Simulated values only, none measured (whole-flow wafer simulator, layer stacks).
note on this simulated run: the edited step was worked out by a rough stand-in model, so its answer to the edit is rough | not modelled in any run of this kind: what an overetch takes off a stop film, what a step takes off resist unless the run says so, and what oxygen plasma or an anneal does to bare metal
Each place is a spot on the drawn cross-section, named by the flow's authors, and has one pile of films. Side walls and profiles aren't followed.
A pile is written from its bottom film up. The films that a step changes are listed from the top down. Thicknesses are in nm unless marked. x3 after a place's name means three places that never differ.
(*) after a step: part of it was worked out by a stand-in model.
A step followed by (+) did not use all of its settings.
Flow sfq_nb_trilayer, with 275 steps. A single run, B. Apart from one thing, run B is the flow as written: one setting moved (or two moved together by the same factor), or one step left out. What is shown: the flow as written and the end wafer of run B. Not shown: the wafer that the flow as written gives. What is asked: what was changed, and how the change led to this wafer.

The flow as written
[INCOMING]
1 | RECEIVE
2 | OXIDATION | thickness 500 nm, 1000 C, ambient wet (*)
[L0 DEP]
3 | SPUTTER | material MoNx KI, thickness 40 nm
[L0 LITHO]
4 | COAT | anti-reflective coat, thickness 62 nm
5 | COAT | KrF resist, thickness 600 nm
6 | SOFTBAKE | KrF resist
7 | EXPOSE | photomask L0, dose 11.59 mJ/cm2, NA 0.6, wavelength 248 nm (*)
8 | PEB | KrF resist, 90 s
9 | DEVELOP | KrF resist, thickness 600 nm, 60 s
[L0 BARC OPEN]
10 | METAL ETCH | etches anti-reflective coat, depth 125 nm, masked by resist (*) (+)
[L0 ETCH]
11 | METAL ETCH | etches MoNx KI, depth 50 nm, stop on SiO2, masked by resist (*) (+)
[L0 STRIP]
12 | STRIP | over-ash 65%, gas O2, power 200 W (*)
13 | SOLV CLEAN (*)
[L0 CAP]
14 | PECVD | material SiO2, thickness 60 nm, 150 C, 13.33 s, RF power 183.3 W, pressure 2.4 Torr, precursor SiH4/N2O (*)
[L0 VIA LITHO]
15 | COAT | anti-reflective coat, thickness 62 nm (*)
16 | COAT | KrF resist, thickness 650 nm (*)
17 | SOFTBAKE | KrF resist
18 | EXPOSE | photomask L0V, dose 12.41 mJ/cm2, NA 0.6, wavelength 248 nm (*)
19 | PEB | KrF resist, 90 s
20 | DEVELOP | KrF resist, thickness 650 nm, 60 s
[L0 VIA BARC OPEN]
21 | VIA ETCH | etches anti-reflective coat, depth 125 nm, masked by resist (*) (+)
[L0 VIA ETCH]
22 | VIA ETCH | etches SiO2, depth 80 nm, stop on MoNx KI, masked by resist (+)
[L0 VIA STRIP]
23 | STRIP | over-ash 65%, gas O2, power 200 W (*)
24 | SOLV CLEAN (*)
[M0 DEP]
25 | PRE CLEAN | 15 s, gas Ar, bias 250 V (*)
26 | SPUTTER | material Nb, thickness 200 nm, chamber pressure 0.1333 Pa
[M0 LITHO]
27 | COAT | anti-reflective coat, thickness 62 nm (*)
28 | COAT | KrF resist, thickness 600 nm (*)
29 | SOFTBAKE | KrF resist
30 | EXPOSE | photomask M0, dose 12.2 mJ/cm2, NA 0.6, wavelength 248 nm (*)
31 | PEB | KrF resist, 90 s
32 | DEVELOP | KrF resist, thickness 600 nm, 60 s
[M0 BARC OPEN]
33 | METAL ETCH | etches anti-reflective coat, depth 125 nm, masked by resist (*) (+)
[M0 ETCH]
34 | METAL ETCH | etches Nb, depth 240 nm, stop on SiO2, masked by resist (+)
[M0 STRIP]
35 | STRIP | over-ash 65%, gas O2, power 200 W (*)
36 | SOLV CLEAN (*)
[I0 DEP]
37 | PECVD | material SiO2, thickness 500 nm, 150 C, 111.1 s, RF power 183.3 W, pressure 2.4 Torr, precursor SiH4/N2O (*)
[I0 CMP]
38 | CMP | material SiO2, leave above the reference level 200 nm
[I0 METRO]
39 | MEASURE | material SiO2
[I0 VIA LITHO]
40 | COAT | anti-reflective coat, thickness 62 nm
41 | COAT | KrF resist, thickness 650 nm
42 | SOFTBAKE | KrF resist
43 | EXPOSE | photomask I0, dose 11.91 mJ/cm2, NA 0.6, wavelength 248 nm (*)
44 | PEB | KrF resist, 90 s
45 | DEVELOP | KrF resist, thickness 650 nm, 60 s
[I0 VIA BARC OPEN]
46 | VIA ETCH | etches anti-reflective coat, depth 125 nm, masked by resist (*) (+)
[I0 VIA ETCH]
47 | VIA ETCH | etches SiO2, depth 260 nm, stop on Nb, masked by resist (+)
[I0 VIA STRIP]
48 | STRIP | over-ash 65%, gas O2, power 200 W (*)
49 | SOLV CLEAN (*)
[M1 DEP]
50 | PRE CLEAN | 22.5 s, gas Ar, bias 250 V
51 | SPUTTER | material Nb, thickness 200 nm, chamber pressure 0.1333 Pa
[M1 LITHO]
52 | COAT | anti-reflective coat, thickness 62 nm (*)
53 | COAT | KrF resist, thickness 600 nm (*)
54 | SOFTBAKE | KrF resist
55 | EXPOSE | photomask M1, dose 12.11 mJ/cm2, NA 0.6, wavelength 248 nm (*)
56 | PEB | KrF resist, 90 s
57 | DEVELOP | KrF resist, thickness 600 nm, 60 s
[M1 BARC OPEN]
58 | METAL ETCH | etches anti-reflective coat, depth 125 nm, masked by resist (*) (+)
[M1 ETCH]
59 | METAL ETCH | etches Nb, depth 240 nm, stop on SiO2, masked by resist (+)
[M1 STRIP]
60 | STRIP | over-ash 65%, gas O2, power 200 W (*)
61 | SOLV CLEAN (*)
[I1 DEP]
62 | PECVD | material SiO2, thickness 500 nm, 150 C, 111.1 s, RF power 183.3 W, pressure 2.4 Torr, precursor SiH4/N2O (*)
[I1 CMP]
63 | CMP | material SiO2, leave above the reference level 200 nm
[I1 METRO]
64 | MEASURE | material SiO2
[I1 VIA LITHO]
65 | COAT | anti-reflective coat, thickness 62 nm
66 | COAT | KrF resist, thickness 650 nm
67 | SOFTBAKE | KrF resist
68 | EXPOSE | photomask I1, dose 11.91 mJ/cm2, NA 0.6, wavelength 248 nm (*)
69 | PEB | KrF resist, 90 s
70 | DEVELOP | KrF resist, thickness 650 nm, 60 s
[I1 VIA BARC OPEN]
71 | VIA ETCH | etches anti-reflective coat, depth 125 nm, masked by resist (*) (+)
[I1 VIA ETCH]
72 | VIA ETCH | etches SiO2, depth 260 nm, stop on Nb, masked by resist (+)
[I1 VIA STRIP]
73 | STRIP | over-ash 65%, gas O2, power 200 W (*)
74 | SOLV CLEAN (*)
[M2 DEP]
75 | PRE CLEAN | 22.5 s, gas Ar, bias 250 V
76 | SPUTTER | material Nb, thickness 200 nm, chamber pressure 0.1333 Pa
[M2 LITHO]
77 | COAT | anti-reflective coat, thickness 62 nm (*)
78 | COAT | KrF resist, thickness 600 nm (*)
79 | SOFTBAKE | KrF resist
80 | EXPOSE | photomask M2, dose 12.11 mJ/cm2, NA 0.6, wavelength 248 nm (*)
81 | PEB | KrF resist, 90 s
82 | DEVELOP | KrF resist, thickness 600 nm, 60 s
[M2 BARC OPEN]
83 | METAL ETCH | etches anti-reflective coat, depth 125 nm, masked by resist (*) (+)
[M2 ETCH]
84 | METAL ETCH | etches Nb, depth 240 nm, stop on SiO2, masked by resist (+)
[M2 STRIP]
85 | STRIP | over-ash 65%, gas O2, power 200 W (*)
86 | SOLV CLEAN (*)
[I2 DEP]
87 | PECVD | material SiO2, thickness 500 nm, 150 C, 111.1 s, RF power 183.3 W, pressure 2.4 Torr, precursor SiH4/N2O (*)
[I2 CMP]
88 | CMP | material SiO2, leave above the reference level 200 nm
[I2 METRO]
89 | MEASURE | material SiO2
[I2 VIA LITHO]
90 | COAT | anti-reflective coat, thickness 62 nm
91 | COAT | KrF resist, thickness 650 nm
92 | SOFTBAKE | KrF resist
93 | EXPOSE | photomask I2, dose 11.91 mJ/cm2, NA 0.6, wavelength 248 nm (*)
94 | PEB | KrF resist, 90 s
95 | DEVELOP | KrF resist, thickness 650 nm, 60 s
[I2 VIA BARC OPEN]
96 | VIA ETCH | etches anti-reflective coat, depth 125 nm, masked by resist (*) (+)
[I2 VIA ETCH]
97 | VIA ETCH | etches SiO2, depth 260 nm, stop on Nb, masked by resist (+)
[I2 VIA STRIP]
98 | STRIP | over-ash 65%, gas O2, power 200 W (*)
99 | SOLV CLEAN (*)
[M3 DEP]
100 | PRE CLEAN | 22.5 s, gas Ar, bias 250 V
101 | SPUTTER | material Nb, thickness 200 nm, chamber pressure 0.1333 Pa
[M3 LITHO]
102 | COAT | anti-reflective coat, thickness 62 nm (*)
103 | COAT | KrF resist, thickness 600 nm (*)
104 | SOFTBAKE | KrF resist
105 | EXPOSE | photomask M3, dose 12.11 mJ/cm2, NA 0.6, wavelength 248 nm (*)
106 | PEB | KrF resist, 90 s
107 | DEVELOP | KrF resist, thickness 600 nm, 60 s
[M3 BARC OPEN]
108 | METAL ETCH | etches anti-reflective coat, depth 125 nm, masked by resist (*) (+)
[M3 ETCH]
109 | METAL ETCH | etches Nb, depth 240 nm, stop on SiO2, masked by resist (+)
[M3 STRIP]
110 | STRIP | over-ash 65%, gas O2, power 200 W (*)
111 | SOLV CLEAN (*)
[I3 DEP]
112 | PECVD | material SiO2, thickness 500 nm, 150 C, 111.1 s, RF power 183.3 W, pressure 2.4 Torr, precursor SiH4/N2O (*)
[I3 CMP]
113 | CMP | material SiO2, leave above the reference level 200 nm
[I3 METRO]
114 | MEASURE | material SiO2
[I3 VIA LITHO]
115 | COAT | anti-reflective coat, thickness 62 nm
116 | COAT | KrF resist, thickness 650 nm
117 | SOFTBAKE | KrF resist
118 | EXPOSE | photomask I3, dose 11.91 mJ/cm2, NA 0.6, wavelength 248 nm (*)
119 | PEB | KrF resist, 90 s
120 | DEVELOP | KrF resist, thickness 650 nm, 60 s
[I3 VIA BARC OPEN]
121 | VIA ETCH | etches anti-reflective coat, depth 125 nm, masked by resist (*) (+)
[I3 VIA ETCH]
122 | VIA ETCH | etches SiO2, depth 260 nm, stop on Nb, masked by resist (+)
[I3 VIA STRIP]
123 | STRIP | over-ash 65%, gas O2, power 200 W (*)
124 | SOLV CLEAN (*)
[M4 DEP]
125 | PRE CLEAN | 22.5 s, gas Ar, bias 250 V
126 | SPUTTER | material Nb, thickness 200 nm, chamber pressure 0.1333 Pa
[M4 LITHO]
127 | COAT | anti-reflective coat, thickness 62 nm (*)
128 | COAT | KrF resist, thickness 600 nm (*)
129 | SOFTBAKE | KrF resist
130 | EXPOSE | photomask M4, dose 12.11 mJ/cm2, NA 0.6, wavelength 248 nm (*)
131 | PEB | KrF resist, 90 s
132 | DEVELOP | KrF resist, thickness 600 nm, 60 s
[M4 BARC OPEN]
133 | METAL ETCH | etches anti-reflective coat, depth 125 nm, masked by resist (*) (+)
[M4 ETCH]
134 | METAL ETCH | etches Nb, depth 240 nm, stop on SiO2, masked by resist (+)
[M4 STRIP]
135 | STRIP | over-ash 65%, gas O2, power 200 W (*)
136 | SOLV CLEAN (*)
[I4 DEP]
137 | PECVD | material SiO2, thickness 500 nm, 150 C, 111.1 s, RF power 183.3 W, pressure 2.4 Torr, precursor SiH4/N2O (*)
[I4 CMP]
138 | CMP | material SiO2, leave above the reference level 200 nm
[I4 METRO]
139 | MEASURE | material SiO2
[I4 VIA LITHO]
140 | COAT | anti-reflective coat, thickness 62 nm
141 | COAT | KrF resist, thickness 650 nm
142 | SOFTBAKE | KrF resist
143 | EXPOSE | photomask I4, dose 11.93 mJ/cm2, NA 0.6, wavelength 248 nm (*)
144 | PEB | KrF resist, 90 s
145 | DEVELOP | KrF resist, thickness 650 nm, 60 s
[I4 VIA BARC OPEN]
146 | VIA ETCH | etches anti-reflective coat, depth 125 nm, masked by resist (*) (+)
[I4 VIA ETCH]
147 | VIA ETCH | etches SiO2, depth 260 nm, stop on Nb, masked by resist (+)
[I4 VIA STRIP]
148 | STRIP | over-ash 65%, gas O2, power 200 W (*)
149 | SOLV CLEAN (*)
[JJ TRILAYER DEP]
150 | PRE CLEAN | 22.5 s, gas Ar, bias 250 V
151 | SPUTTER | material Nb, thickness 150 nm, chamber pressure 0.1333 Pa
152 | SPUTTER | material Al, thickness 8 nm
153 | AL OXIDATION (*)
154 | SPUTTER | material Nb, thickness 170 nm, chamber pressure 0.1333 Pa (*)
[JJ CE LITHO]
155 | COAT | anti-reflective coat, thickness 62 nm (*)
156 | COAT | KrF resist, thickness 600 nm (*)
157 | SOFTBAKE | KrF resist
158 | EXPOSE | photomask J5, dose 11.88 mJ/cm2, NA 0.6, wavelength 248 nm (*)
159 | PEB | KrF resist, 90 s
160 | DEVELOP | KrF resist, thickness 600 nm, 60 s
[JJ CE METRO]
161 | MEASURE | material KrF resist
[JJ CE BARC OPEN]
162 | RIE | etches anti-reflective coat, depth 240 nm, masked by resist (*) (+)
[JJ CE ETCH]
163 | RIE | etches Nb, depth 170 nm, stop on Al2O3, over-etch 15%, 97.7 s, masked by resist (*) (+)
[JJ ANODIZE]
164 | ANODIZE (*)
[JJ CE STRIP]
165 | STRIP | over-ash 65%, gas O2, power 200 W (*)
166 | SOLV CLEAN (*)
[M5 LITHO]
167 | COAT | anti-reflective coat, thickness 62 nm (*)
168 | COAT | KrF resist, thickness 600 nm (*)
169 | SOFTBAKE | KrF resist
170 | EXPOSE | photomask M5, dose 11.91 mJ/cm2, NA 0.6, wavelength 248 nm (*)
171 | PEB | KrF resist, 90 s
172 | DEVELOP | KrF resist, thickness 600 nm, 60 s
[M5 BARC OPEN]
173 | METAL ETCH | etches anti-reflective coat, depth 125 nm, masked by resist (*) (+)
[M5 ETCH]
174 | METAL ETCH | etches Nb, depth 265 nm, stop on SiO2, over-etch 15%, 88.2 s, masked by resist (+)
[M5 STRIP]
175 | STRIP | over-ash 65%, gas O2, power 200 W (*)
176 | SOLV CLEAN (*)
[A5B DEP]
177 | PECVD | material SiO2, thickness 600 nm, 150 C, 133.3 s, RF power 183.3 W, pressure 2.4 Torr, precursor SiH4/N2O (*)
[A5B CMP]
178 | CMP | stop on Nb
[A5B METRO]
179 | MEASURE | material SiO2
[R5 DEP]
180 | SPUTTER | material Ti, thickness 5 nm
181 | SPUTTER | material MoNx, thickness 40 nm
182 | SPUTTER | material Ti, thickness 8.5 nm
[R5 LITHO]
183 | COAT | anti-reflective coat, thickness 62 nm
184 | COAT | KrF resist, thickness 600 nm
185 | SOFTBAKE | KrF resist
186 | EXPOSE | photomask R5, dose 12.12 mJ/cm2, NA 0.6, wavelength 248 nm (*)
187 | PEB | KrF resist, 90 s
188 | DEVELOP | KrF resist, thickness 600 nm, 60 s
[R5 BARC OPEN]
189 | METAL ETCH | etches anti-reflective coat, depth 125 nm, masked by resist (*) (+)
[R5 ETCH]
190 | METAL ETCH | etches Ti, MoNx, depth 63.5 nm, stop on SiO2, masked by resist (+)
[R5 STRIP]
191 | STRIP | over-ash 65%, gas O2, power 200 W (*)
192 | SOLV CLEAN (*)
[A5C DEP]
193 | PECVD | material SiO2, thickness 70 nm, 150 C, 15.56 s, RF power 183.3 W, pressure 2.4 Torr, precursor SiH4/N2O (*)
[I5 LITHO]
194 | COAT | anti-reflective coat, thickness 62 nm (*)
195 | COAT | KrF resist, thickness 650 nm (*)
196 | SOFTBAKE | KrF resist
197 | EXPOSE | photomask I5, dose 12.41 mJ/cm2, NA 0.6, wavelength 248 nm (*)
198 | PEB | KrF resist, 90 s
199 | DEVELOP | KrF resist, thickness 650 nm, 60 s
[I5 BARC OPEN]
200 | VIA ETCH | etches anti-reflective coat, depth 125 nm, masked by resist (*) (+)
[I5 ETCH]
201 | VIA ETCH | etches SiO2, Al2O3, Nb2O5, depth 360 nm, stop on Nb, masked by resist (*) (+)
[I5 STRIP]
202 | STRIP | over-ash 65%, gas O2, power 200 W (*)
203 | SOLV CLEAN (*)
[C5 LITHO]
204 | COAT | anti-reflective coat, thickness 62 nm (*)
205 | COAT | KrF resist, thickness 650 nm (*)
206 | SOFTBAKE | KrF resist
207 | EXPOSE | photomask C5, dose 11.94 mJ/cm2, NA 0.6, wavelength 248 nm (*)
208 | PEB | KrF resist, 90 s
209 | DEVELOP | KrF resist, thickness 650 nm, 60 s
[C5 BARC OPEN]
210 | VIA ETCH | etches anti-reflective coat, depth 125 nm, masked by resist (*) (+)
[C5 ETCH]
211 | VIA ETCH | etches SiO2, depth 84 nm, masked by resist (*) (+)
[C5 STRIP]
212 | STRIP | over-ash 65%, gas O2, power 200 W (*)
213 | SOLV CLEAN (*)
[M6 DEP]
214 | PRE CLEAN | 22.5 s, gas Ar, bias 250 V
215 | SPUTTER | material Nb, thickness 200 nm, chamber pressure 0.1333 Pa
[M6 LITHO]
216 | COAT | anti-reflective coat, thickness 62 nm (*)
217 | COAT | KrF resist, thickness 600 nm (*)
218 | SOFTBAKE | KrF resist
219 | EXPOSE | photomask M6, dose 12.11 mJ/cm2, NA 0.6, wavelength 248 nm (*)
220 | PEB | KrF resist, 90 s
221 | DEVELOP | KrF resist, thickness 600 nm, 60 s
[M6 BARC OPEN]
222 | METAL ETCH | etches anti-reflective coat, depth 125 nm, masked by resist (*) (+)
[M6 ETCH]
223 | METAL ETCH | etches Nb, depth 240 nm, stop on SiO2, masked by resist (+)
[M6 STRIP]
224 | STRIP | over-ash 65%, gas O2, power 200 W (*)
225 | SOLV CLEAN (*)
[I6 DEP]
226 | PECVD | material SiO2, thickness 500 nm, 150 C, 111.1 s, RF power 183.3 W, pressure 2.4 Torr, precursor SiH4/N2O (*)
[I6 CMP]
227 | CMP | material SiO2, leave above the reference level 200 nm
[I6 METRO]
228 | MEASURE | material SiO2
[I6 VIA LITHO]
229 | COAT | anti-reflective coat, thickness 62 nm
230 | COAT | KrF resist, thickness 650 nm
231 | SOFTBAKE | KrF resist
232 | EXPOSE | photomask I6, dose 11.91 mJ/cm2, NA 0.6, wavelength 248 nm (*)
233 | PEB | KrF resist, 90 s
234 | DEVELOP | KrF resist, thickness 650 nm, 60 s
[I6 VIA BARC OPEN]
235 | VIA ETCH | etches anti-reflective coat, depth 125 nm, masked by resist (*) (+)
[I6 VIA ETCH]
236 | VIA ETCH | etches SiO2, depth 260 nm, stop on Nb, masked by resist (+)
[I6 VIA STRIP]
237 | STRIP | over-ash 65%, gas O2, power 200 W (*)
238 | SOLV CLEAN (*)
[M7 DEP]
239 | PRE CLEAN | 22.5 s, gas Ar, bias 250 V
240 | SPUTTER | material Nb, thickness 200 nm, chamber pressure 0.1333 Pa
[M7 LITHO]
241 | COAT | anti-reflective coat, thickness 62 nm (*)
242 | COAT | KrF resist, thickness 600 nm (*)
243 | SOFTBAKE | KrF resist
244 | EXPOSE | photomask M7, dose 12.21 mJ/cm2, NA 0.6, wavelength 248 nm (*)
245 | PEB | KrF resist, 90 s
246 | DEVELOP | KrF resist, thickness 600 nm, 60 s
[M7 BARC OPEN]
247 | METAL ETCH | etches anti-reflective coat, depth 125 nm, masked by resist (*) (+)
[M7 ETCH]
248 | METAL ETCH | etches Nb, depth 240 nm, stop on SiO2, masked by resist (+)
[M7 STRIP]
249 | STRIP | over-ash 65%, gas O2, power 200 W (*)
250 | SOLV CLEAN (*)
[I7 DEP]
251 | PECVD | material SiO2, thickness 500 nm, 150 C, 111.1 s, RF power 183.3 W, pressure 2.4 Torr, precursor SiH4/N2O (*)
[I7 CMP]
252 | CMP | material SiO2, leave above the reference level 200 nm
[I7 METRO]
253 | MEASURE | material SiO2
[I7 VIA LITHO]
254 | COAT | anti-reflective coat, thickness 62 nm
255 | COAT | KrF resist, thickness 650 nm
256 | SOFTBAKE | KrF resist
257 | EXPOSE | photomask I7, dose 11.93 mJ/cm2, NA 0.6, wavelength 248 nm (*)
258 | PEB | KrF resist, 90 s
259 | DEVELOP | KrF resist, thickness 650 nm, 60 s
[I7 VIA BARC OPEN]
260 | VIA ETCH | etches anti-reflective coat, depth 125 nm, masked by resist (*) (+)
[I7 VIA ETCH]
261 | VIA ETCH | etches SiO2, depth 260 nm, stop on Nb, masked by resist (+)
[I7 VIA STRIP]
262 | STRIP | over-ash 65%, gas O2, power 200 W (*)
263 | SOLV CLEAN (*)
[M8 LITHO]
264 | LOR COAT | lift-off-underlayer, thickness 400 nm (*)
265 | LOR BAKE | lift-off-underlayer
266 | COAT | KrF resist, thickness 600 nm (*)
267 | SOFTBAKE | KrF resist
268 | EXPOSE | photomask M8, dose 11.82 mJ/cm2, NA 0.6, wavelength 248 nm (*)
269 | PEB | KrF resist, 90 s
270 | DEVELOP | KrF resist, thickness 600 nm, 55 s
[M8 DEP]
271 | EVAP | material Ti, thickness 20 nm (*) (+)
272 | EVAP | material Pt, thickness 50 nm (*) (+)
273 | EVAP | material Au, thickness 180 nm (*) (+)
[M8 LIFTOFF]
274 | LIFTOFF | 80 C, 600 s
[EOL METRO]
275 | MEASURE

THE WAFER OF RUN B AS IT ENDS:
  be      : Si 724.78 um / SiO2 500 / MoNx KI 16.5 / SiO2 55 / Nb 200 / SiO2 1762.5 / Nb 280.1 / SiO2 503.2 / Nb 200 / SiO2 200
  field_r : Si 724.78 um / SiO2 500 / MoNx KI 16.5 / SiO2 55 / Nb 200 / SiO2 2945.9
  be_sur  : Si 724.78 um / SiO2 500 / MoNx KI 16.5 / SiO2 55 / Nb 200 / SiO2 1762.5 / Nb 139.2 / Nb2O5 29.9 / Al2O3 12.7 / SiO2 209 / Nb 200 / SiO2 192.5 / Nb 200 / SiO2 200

What caused this: step 11, METAL ETCH: depth 23.5 nm was run, while the flow as written has depth 50 nm.

Step by step, how the change led to this:
  11 | METAL ETCH | etches MoNx KI, depth 50 nm, stop on SiO2, masked by resist (*) (+)
      v_sur, via_wl, via_w and 97 more: -23.5 MoNx KI (it would be, as written: -40 MoNx KI (all of it))
      field_l, l0_sur, l0v, l0r_line_l, l0r_line_c, l0r_line_r: -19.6 KrF resist (it would be, as written: -41.7 KrF resist)
  12 | STRIP | over-ash 65%, gas O2, power 200 W (*)
      field_l, l0_sur, l0v, l0r_line_l, l0r_line_c, l0r_line_r: -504 KrF resist (all of it), -62 anti-reflective coat (all of it) (it would be, as written: -481.9 KrF resist (all of it), -62 anti-reflective coat (all of it))
  14 | PECVD | material SiO2, thickness 60 nm, 150 C, 13.33 s, RF power 183.3 W, pressure 2.4 Torr, precursor SiH4/N2O (*)
      v_sur, via_wl, via_w and 97 more: +60 SiO2 (new film) (it would be, as written: +60 SiO2)
  15 | COAT | anti-reflective coat, thickness 62 nm (*)
      field_l: +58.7 anti-reflective coat (new film) (it would be, as written: +56.7 anti-reflective coat (new film))
      v_sur: +68.1 anti-reflective coat (new film) (it would be, as written: +72.2 anti-reflective coat (new film))
      (and at 3 other places as well)
  23 | STRIP | over-ash 65%, gas O2, power 200 W (*)
      field_l: -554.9 KrF resist (all of it), -58.7 anti-reflective coat (all of it) (it would be, as written: -551.4 KrF resist (all of it), -56.7 anti-reflective coat (all of it))
      v_sur: -565.8 KrF resist (all of it), -68.1 anti-reflective coat (all of it) (it would be, as written: -570.5 KrF resist (all of it), -72.2 anti-reflective coat (all of it))
      (and at 3 other places as well)
  27 | COAT | anti-reflective coat, thickness 62 nm (*)
      field_l: +58.8 anti-reflective coat (new film) (it would be, as written: +56.9 anti-reflective coat (new film))
      v_sur: +68 anti-reflective coat (new film) (it would be, as written: +72.3 anti-reflective coat (new film))
      (and at 3 other places as well)
  35 | STRIP | over-ash 65%, gas O2, power 200 W (*)
      field_l: -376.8 KrF resist (all of it), -58.8 anti-reflective coat (all of it) (it would be, as written: -372.9 KrF resist (all of it), -56.9 anti-reflective coat (all of it))
      v_sur: -387.7 KrF resist (all of it), -68 anti-reflective coat (all of it) (it would be, as written: -391.6 KrF resist (all of it), -72.3 anti-reflective coat (all of it))
      (and at 3 other places as well)
  38 | CMP | material SiO2, leave above the reference level 200 nm
      field_l, l0_sur, l0r_line_l, l0r_line_c, l0r_line_r: -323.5 SiO2 (it would be, as written: -340 SiO2)
      l0v: -261.3 SiO2 (it would be, as written: -277.8 SiO2)
With metal films that touch counted as one body, be has 4 bodies (between them, from the top down: SiO2 503.2; SiO2 1762.5; SiO2 55); the flow as written gives 3 bodies (between them, from the top down: SiO2 503.2; SiO2 1762.5).
With metal films that touch counted as one body, field_r has 2 bodies (between them, from the top down: SiO2 55); the flow as written gives 1 body.
With metal films that touch counted as one body, be_sur has 5 bodies (between them, from the top down: SiO2 192.5; SiO2 209 / Al2O3 12.7 / Nb2O5 29.9; SiO2 1762.5; SiO2 55); the flow as written gives 4 bodies (between them, from the top down: SiO2 192.5; SiO2 209 / Al2O3 12.7 / Nb2O5 29.9; SiO2 1762.5).
